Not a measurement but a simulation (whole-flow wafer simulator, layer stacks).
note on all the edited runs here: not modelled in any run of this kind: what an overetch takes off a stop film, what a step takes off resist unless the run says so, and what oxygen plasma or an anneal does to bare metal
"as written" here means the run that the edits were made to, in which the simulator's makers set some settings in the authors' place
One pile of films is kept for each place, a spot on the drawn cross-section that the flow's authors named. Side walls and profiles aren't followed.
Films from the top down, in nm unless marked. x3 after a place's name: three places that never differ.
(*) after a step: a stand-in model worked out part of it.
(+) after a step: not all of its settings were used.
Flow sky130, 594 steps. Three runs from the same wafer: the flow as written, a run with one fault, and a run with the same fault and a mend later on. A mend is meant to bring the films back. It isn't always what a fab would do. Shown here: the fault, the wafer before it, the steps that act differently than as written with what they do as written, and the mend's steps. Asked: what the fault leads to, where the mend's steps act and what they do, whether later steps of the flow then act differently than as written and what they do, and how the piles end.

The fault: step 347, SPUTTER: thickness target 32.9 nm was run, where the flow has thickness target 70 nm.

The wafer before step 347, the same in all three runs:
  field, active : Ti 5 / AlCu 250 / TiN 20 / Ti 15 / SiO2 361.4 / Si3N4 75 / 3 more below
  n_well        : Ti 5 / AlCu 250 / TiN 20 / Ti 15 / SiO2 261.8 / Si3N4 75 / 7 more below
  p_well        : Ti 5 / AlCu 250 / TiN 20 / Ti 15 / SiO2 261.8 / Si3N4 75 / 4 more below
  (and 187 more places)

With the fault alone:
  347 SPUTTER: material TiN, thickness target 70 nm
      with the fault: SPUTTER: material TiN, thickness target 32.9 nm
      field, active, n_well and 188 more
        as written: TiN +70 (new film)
        with the fault: TiN +32.9 (new film)
  Later steps of the flow that act differently than as written (9 more steps differ only slightly, by at most 2% or 0.5 nm, whichever is larger, and aren't shown):
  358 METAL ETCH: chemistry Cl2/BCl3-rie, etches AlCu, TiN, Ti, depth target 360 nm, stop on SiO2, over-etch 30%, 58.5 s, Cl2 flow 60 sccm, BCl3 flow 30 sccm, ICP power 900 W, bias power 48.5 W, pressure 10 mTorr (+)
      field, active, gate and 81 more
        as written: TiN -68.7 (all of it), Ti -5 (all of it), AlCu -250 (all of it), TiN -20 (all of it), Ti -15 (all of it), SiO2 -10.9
        with the fault: TiN -31.6 (all of it), Ti -5 (all of it), AlCu -250 (all of it), TiN -20 (all of it), Ti -15 (all of it), SiO2 -14.6
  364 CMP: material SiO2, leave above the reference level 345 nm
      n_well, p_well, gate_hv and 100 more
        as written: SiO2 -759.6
        with the fault: SiO2 -722.5
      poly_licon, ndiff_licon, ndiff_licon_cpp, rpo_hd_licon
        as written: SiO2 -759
        with the fault: SiO2 -721.9
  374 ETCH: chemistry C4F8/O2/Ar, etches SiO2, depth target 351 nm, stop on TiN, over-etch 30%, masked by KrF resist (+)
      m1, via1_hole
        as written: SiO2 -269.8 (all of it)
        with the fault: SiO2 -306.9 (all of it)
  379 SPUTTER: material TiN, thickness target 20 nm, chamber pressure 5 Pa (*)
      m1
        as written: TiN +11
        with the fault: TiN +10.3
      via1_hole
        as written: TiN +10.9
        with the fault: TiN +10.3
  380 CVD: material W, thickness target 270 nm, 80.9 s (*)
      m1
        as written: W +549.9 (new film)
        with the fault: W +587.6 (new film)
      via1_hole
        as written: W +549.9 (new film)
        with the fault: W +587.7 (new film)
  At the end the piles differ from the flow's by more than 2% or 0.5 nm, whichever is larger, at n_well, p_well, gate_hv and 104 more.
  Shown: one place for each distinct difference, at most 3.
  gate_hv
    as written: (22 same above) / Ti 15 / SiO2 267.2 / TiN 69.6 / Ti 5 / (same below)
    with the fault: (22 same above) / Ti 15 / SiO2 304.3 / TiN 32.5 / Ti 5 / (same below)
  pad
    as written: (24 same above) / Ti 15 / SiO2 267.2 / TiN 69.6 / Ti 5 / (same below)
    with the fault: (24 same above) / Ti 15 / SiO2 304.3 / TiN 32.5 / Ti 5 / (same below)
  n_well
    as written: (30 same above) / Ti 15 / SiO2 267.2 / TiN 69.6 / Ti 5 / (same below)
    with the fault: (30 same above) / Ti 15 / SiO2 304.3 / TiN 32.5 / Ti 5 / (same below)

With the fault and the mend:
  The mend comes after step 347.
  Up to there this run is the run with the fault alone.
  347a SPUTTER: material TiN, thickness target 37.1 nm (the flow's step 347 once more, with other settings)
      field, active, n_well and 188 more
        TiN +37.1
  No later step of the flow acts differently than as written, at any place that is followed, by more than 2% or 0.5 nm, whichever is larger.
  At the end the piles are the same as the flow's at every place that both follow.
